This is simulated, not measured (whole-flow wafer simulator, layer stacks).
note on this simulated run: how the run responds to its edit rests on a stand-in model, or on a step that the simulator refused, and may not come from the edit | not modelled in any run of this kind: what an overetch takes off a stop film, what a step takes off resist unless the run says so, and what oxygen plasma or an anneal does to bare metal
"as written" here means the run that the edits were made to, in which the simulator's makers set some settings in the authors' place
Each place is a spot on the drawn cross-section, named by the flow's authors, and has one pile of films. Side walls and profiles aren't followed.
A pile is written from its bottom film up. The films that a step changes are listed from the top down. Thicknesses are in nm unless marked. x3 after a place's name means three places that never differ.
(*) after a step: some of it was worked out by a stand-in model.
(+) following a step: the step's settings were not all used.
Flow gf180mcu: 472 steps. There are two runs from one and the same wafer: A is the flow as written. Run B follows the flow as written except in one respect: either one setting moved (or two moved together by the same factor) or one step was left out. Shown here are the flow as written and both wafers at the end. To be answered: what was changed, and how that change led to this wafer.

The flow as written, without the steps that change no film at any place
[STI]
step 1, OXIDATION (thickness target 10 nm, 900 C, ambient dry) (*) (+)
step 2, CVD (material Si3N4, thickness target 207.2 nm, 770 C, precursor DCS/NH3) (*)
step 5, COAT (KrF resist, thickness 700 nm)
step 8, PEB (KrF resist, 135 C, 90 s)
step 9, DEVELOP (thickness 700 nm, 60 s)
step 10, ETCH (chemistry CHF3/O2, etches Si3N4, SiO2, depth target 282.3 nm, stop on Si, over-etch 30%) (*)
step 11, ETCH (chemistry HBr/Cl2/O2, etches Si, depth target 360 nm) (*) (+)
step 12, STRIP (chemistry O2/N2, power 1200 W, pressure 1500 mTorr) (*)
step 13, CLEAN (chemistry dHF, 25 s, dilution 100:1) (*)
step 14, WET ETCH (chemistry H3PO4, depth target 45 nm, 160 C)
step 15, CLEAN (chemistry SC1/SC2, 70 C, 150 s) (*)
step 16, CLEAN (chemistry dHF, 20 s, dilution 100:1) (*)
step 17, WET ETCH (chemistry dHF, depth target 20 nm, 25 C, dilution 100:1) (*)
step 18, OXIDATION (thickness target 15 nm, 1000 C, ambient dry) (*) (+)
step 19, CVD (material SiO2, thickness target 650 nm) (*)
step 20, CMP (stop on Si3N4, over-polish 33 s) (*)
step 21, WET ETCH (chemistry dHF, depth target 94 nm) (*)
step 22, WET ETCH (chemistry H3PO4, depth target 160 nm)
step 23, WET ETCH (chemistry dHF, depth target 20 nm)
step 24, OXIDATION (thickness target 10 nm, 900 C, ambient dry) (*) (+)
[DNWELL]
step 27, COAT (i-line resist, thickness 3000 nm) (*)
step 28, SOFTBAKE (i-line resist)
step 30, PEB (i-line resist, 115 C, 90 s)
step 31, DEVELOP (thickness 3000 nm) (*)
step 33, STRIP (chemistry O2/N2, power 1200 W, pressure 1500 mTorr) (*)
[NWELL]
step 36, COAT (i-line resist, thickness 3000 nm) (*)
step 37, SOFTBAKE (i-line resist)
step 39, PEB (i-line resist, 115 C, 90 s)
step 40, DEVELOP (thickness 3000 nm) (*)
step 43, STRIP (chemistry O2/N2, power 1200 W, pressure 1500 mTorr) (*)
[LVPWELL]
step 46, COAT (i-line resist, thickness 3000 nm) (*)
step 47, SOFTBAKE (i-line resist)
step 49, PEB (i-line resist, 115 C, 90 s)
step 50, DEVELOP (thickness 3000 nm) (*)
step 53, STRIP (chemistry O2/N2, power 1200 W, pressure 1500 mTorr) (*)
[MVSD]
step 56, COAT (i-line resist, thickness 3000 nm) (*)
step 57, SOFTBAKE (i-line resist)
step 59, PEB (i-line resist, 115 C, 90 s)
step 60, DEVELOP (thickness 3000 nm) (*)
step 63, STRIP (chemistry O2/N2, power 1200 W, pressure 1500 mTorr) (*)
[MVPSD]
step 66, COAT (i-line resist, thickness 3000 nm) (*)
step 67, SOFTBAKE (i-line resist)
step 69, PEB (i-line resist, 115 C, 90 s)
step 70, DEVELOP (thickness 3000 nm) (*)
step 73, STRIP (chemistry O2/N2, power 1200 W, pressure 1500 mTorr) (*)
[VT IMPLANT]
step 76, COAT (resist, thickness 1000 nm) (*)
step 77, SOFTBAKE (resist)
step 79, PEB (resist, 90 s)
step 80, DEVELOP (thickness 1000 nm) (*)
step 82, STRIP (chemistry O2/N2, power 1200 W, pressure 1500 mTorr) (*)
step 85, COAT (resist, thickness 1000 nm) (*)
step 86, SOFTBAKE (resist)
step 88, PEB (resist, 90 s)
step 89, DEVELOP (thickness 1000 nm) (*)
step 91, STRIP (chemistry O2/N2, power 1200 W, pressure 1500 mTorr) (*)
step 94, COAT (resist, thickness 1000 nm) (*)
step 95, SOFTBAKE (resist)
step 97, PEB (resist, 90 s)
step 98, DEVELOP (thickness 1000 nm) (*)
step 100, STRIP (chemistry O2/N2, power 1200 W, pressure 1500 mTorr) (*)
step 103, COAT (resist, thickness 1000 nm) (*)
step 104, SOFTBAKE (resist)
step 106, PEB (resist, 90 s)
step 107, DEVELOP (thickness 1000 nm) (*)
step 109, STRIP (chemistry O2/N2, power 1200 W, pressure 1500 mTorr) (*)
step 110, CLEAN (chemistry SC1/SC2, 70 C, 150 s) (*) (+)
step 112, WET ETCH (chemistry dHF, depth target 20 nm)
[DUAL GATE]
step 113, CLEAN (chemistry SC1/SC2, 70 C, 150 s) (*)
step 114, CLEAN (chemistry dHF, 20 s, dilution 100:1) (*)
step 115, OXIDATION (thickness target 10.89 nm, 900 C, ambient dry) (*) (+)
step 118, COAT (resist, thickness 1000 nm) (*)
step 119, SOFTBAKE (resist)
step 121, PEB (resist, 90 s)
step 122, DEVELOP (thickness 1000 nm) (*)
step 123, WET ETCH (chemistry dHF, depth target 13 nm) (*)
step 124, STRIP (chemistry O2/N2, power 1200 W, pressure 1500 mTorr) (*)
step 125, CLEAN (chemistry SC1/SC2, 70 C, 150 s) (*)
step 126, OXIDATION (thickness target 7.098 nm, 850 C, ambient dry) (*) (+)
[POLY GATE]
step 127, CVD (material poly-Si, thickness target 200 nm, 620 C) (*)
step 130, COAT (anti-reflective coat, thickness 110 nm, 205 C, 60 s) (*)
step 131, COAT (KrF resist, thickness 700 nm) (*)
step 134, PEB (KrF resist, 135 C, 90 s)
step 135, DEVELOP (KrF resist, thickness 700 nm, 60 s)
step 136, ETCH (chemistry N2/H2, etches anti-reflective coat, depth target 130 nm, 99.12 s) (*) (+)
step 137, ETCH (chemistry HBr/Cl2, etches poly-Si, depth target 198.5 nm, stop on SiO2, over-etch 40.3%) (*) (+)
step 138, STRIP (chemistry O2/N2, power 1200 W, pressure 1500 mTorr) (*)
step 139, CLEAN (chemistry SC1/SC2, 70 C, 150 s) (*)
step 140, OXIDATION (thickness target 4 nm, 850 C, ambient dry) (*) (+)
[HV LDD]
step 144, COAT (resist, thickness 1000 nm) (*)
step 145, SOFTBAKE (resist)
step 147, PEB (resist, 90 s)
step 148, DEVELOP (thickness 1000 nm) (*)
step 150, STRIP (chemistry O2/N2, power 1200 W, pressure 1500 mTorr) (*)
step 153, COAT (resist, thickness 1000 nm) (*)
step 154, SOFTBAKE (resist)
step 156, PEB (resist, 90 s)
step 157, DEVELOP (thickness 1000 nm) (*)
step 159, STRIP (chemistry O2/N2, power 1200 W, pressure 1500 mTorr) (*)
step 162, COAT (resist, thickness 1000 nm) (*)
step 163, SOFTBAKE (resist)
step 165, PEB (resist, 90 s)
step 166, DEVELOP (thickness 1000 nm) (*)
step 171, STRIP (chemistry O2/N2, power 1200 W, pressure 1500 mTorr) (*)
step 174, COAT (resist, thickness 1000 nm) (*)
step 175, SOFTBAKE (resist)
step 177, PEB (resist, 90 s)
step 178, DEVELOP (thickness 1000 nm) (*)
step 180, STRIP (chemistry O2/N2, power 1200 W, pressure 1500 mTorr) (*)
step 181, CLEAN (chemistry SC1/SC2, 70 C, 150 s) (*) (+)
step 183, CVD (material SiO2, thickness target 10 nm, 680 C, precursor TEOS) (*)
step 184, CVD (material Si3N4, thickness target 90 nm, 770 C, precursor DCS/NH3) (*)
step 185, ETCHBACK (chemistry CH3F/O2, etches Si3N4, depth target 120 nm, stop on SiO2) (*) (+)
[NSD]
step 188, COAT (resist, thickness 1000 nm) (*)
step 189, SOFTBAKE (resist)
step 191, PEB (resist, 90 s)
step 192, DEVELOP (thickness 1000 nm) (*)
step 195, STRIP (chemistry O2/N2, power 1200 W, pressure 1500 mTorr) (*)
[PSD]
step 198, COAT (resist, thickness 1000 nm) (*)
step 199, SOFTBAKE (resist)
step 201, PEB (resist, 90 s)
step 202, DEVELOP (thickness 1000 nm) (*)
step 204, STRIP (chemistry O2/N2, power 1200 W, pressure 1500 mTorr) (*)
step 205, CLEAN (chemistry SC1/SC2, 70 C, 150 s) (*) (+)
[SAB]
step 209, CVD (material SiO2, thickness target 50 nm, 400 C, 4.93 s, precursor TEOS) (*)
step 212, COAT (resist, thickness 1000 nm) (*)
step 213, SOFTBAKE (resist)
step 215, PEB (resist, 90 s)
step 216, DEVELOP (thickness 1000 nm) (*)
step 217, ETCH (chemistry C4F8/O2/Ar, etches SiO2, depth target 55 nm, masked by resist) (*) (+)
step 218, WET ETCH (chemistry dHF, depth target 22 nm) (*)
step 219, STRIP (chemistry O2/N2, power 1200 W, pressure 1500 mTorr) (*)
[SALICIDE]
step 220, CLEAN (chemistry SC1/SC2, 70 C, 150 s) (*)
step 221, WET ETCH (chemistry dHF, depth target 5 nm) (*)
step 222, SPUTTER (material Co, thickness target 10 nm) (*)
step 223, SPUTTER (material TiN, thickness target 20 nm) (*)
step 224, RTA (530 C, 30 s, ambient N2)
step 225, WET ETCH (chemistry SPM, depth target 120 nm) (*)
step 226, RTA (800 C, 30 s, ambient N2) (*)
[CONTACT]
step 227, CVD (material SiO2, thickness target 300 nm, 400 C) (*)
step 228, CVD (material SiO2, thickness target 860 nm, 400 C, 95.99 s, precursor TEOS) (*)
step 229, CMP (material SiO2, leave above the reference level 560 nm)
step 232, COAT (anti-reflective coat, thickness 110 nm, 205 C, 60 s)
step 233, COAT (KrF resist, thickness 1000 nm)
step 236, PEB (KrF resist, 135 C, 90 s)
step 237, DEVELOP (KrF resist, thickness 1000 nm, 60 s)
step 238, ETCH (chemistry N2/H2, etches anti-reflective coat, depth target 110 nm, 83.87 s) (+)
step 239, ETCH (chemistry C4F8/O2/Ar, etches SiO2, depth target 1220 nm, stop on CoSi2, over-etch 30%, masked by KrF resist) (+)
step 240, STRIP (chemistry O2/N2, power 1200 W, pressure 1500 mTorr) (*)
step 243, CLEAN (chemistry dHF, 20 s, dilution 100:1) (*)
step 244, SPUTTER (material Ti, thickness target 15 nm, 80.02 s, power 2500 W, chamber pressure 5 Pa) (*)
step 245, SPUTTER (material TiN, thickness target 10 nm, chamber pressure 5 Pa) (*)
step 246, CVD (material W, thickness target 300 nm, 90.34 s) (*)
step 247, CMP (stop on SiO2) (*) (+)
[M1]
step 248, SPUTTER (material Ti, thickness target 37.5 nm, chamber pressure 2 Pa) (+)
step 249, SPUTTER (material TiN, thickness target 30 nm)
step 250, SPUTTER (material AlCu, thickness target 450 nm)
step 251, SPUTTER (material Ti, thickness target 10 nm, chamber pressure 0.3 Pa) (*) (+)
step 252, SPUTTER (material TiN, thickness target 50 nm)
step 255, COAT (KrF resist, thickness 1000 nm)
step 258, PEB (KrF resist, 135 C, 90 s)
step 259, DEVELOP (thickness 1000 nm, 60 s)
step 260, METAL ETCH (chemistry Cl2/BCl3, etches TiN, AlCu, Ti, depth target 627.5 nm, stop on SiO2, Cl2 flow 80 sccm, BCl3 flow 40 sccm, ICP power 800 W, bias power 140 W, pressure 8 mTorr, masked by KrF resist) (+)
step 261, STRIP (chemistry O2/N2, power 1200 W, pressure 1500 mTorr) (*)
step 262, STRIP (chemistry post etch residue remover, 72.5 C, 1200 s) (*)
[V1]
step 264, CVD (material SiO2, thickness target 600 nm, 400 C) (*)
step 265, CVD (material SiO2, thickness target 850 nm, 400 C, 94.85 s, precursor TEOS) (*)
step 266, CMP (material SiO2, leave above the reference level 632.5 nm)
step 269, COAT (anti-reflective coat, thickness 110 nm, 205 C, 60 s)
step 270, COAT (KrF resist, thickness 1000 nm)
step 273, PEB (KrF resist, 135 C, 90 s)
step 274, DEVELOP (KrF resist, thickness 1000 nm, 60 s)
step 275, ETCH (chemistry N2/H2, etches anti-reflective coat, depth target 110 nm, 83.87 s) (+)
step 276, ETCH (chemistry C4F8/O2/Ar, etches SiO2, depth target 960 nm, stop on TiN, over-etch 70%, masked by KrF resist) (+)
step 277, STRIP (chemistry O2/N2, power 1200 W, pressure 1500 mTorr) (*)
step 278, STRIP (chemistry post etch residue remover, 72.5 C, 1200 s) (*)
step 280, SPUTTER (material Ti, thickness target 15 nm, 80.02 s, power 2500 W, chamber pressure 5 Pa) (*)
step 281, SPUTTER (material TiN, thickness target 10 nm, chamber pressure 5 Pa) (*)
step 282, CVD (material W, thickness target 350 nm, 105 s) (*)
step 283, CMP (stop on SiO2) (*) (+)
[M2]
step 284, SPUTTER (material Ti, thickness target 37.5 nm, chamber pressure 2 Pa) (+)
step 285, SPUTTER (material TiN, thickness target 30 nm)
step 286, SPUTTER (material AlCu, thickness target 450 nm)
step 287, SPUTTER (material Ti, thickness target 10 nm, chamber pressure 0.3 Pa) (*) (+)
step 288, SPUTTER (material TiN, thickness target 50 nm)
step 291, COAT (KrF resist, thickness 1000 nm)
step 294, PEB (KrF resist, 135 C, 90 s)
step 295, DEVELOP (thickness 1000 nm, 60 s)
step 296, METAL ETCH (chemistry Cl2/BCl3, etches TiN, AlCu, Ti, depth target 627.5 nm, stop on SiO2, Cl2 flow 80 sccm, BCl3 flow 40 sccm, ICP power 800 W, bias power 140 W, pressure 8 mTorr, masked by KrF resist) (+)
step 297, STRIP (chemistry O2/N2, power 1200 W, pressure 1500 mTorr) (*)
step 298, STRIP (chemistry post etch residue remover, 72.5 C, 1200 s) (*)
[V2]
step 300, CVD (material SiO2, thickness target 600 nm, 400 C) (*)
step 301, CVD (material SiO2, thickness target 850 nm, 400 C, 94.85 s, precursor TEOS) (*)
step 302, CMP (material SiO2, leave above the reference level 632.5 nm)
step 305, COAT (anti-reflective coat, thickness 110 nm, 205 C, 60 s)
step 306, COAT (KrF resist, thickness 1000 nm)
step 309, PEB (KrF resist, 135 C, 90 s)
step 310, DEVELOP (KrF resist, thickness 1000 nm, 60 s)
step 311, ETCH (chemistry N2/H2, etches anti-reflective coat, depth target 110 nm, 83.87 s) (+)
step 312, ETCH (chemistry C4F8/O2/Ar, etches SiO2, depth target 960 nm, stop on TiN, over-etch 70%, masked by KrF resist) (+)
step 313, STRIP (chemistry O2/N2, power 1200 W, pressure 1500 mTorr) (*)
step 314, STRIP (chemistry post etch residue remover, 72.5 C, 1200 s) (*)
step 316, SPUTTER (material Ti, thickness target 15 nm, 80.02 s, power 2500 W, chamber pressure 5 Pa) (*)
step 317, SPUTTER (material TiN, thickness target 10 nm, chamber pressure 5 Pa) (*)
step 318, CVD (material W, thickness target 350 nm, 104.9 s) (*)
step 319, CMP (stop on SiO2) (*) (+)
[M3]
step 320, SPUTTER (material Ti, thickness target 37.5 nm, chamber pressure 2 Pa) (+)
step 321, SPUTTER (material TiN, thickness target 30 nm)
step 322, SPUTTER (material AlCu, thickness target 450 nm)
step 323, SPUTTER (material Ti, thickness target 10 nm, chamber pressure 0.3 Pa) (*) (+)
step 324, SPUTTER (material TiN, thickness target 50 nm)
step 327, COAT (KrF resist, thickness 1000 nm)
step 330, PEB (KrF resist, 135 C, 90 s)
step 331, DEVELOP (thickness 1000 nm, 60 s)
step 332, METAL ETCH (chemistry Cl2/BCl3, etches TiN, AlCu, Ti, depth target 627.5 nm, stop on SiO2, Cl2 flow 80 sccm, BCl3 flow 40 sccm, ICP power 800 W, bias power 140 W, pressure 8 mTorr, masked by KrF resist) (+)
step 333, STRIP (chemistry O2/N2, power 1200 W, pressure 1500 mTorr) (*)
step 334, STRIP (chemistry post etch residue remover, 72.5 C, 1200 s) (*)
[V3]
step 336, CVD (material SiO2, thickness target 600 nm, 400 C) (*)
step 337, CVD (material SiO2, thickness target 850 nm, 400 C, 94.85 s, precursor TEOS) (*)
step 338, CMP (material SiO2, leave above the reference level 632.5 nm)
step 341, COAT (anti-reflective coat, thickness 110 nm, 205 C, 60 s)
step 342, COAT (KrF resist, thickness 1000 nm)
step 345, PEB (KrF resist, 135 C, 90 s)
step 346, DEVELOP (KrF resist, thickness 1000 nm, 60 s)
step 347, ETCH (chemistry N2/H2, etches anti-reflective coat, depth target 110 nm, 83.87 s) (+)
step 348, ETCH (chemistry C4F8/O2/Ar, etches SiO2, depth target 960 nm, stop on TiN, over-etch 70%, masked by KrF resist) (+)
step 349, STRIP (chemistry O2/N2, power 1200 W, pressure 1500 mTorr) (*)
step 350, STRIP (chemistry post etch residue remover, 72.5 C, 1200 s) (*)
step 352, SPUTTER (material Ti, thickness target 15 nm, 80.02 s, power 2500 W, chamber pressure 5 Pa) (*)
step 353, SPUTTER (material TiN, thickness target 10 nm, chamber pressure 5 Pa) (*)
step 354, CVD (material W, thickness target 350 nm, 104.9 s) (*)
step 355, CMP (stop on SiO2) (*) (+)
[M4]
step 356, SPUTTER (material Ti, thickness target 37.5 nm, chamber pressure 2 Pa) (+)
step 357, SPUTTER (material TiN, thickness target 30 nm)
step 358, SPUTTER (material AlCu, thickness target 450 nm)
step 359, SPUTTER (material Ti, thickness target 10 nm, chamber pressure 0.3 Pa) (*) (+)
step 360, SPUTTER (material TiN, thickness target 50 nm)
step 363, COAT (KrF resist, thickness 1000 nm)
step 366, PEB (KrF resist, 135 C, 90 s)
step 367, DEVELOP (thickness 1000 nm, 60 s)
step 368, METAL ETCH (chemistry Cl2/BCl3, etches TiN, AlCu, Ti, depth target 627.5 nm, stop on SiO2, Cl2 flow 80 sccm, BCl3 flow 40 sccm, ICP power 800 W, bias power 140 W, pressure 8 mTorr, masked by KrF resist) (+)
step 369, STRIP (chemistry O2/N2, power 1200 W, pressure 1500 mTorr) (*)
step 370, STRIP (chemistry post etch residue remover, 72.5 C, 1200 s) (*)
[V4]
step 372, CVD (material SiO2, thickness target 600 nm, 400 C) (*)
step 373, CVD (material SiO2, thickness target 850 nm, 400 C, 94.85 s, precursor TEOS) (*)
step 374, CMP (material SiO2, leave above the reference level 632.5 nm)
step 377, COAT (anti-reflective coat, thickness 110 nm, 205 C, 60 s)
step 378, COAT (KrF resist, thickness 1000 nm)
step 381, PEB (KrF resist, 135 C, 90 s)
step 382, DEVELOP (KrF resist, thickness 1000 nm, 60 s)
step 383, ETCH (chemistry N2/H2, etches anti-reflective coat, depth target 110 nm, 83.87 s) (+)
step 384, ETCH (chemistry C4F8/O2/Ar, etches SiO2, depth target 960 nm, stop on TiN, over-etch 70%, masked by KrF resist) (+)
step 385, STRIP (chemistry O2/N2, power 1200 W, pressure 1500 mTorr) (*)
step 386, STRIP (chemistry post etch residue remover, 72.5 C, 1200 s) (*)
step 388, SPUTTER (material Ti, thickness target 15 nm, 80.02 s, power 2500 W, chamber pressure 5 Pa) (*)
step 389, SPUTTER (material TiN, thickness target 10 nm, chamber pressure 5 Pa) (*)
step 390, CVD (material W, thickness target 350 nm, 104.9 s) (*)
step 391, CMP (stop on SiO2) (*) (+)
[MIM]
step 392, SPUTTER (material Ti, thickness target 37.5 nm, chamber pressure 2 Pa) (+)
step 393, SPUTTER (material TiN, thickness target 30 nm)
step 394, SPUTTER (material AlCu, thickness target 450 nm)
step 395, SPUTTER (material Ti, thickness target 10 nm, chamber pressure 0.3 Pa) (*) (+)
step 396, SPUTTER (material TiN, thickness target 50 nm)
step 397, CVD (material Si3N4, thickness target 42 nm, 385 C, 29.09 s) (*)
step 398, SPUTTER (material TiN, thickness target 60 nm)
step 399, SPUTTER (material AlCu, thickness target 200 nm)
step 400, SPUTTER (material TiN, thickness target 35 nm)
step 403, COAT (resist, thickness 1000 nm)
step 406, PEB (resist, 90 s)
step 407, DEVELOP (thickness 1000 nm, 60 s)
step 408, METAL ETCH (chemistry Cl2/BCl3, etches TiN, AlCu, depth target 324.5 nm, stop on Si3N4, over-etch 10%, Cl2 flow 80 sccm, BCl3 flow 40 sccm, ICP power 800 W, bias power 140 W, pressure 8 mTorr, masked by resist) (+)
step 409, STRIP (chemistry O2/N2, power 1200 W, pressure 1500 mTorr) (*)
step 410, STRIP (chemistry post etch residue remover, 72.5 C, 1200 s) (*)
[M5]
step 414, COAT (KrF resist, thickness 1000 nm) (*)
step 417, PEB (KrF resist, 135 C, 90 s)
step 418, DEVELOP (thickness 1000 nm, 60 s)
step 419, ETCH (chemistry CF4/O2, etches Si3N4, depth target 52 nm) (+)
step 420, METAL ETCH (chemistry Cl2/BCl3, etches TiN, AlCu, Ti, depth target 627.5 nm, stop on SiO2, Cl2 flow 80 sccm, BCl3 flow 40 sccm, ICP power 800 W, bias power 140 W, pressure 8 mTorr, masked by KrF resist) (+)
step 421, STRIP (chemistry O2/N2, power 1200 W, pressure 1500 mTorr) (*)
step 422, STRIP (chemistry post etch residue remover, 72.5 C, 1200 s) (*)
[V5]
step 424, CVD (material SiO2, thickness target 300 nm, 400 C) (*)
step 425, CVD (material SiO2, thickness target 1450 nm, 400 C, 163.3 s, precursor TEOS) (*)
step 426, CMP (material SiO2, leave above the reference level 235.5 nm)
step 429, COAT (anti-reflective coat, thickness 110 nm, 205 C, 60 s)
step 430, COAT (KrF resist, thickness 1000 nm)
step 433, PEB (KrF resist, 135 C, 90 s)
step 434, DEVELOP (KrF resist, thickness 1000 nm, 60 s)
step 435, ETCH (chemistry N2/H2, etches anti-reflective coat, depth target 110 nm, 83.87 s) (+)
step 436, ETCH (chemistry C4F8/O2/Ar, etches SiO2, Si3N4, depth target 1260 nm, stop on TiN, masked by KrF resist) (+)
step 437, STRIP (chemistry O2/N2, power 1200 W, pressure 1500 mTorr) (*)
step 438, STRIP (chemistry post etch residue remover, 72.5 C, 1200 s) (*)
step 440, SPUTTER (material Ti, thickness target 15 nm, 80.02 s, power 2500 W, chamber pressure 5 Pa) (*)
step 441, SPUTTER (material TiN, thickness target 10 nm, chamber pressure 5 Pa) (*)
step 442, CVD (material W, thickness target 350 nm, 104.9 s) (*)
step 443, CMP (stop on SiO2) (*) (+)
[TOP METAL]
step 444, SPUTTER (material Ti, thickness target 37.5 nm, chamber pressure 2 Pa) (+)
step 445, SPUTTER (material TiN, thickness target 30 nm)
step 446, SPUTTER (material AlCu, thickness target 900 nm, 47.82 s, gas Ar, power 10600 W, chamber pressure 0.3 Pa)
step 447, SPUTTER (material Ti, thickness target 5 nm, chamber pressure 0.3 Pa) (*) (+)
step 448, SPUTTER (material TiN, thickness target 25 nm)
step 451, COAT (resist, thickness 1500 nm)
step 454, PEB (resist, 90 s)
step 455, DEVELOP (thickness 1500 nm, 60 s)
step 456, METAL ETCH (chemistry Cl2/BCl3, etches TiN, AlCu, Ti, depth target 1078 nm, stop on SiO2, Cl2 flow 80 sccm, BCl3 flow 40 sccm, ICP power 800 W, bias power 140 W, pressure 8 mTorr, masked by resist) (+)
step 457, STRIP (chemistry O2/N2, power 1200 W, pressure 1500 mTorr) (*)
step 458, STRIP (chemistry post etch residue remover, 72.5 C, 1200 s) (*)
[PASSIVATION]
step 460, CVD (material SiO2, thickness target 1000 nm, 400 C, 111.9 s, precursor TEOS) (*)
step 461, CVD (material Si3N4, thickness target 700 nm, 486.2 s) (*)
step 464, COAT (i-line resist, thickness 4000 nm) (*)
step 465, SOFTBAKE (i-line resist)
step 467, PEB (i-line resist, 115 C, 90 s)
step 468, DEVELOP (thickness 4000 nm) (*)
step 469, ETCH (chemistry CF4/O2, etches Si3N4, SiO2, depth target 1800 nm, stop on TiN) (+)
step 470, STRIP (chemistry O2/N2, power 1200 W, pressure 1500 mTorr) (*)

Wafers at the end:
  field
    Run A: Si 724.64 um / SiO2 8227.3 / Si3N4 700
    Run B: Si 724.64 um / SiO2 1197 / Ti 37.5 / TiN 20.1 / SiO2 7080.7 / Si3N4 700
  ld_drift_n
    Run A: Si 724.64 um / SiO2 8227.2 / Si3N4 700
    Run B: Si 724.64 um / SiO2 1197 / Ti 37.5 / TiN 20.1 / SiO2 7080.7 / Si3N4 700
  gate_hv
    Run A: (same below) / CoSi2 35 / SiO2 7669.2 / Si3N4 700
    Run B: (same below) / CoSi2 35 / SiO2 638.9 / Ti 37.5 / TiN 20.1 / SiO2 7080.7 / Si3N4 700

Cause: step 250, SPUTTER: thickness target 558 nm was run, though the flow has thickness target 450 nm.

Step by step, how the change led to this:
  step 250, SPUTTER (material AlCu, thickness target 450 nm)
      field, field__w1, field__w2 and 108 more: A +450 AlCu (new film) | B +558 AlCu (new film)
  step 260, METAL ETCH (chemistry Cl2/BCl3, etches TiN, AlCu, Ti, depth target 627.5 nm, stop on SiO2, Cl2 flow 80 sccm, BCl3 flow 40 sccm, ICP power 800 W, bias power 140 W, pressure 8 mTorr, masked by KrF resist) (+)
      field, field__w1, field__w2 and 99 more: A -50 TiN (all of it), -10 Ti (all of it), -450 AlCu (all of it), -30 TiN (all of it), -37.5 Ti (all of it) | B -50 TiN (all of it), -10 Ti (all of it), -558 AlCu (all of it), -9.5 TiN
  step 264, CVD (material SiO2, thickness target 600 nm, 400 C) (*)
      field, field__w1, field__w2 and 99 more: A +600 SiO2 | B +600 SiO2 (new film)
  step 266, CMP (material SiO2, leave above the reference level 632.5 nm)
      field, field__w1, field__w2 and 99 more: A -300 SiO2 | B -249.6 SiO2
With metal films that touch counted as one body, field has 1 body; the flow as written gives 0 bodies.
With metal films that touch counted as one body, ld_drift_n has 1 body; the flow as written gives 0 bodies.
With metal films that touch counted as one body, gate_hv has 2 bodies (between them, from the top down: SiO2 638.9); the flow as written gives 1 body.
